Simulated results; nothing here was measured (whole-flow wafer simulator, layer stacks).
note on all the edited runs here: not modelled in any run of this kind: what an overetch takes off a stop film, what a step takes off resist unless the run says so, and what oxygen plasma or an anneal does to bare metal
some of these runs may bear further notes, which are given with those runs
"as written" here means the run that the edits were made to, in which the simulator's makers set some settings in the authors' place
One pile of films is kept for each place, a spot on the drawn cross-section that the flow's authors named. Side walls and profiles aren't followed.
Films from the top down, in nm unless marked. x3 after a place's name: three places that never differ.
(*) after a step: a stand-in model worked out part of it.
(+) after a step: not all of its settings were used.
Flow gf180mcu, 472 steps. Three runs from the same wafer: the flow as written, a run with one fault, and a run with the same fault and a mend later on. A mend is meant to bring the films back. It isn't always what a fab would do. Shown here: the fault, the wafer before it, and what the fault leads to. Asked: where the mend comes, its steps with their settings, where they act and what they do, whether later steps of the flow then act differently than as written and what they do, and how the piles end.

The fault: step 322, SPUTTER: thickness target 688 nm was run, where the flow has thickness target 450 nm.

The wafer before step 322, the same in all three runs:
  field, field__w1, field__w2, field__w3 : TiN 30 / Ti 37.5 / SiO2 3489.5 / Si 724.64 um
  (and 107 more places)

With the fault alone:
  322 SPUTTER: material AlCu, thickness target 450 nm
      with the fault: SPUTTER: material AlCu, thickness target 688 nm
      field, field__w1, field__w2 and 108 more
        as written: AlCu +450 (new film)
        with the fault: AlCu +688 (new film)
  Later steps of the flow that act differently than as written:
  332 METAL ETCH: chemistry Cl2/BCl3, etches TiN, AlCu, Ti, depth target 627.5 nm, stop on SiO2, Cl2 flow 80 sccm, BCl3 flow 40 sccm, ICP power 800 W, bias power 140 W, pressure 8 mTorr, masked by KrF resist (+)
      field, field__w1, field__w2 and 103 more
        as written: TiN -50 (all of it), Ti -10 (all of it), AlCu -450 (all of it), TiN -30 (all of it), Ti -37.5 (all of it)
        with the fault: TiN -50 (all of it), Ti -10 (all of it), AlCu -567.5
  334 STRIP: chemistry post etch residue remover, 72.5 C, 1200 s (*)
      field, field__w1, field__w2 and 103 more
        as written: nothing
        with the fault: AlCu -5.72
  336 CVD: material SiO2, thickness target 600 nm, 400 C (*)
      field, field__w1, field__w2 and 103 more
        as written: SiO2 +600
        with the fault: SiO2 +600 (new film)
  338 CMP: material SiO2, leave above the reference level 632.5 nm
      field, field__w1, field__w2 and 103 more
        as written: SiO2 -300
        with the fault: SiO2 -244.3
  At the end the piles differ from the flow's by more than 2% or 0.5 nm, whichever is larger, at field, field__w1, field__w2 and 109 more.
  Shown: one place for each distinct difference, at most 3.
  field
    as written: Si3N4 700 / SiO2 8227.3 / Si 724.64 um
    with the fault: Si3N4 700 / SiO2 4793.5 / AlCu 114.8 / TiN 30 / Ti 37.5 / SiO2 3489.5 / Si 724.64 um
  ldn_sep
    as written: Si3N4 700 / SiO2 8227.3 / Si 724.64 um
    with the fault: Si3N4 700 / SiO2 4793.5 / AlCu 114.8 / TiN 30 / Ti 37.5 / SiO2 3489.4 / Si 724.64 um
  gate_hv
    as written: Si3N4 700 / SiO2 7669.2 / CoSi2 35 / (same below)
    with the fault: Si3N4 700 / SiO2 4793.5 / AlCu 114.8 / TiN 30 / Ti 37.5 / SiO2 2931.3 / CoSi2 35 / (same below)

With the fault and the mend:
  The mend comes after step 322.
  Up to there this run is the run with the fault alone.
  322a METAL ETCH: chemistry Cl2/BCl3, etches TiN, AlCu, Ti, depth target 238 nm, Cl2 flow 80 sccm, BCl3 flow 40 sccm, ICP power 800 W, bias power 140 W, pressure 8 mTorr (the flow's step 260 once more, with other settings)
      field, field__w1, field__w2 and 108 more
        AlCu -238
  No later step of the flow acts differently than as written at any place that is followed.
  At the end the piles are the same as the flow's at every place that both follow.
